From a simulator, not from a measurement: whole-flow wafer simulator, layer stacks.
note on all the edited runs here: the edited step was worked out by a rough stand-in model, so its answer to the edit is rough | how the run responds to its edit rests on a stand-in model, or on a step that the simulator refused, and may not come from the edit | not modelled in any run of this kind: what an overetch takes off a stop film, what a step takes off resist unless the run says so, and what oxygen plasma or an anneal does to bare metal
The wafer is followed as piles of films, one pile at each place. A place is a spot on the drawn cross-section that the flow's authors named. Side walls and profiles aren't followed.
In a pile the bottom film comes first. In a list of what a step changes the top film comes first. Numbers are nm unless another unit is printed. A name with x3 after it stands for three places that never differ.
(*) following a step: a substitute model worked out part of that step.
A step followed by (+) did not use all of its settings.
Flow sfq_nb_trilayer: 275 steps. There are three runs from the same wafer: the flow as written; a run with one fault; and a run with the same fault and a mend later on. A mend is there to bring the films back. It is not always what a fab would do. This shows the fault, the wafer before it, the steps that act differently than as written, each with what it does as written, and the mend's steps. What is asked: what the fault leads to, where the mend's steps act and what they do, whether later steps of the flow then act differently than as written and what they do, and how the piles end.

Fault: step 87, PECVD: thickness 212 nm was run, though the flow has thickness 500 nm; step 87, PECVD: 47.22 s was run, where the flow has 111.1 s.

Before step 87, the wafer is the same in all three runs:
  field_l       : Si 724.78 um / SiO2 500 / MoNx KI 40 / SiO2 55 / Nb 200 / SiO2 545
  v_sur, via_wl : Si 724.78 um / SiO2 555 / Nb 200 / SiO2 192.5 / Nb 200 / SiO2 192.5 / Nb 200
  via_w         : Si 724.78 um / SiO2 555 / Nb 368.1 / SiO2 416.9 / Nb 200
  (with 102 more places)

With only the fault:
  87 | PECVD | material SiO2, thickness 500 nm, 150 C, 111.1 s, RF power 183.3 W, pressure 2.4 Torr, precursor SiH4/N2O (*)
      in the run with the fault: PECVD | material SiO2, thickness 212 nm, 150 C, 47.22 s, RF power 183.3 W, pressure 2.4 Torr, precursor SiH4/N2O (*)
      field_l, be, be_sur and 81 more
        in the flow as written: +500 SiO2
        in the run with the fault: +212 SiO2
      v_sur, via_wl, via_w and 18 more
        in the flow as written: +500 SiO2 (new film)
        in the run with the fault: +212 SiO2 (new film)
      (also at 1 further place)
  Later steps of the flow acting differently than as written (not shown: 11 more steps that differ only slightly, by at most 2% or 0.5 nm, whichever is larger):
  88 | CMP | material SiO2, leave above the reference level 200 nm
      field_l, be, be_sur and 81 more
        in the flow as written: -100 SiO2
        in the run with the fault: nothing
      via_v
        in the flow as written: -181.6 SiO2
        in the run with the fault: nothing
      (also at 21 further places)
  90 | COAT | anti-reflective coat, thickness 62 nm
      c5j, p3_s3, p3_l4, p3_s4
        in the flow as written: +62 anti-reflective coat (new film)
        in the run with the fault: +64 anti-reflective coat (new film)
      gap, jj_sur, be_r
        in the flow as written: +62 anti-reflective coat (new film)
        in the run with the fault: +63.6 anti-reflective coat (new film)
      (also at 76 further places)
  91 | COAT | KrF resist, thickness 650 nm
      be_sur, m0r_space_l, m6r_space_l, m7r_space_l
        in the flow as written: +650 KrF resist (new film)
        in the run with the fault: +675.6 KrF resist (new film)
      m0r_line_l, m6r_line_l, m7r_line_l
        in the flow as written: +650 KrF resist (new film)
        in the run with the fault: +685.4 KrF resist (new film)
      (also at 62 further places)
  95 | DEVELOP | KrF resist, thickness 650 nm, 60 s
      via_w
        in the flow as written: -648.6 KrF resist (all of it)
        in the run with the fault: -582.1 KrF resist (all of it)
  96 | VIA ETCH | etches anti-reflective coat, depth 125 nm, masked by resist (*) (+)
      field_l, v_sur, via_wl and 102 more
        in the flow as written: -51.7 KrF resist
        in the run with the fault: -39.1 KrF resist
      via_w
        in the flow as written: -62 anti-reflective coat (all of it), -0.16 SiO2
        in the run with the fault: -46.9 anti-reflective coat (all of it), -0.12 SiO2
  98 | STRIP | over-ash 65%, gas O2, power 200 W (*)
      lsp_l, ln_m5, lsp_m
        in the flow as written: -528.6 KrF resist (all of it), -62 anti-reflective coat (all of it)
        in the run with the fault: -548.1 KrF resist (all of it), -63.1 anti-reflective coat (all of it)
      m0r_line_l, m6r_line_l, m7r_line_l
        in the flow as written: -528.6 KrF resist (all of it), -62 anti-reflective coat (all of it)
        in the run with the fault: -576.5 KrF resist (all of it), -61.8 anti-reflective coat (all of it)
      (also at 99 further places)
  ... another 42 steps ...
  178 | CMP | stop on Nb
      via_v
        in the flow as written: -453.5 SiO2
        in the run with the fault: -340.8 SiO2
  By the end, the piles at via_v, ln_m5, lsp_m and 19 more depart from the flow's by more than 2% or 0.5 nm, whichever is larger.
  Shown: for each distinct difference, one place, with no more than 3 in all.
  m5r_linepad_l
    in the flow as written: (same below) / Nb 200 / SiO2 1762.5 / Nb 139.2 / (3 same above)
    in the run with the fault: (same below) / Nb 200 / SiO2 789.5 / Nb 8.47 / SiO2 964.5 / Nb 139.2 / (3 same above)
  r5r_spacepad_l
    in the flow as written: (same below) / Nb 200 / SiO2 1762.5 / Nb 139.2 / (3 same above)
    in the run with the fault: (same below) / Nb 200 / SiO2 789.5 / Nb 8.61 / SiO2 964.4 / Nb 139.2 / (3 same above)
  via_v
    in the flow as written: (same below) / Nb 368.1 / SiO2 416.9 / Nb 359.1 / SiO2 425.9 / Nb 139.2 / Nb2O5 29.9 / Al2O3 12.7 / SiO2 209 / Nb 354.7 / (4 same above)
    in the run with the fault: (same below) / Nb 368.1 / SiO2 177.3 / Nb 156.9 / SiO2 215.1 / Nb 75.8 / SiO2 339.3 / Nb 101 / Nb2O5 36.7 / Al2O3 8.91 / SiO2 481.8 / Nb 354.7 / (4 same above)

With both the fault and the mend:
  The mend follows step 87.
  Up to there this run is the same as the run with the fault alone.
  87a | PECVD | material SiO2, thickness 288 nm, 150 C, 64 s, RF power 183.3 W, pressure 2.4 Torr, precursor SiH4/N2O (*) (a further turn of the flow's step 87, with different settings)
      field_l, v_sur, via_wl and 102 more
        +288 SiO2
      via_v
        +396.6 SiO2
  Later steps of the flow acting differently than as written:
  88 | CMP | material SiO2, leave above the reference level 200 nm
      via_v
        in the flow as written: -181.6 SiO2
        in the run with the mend: -157.1 SiO2
  By the end, the piles equal the flow's at every place that both follow.
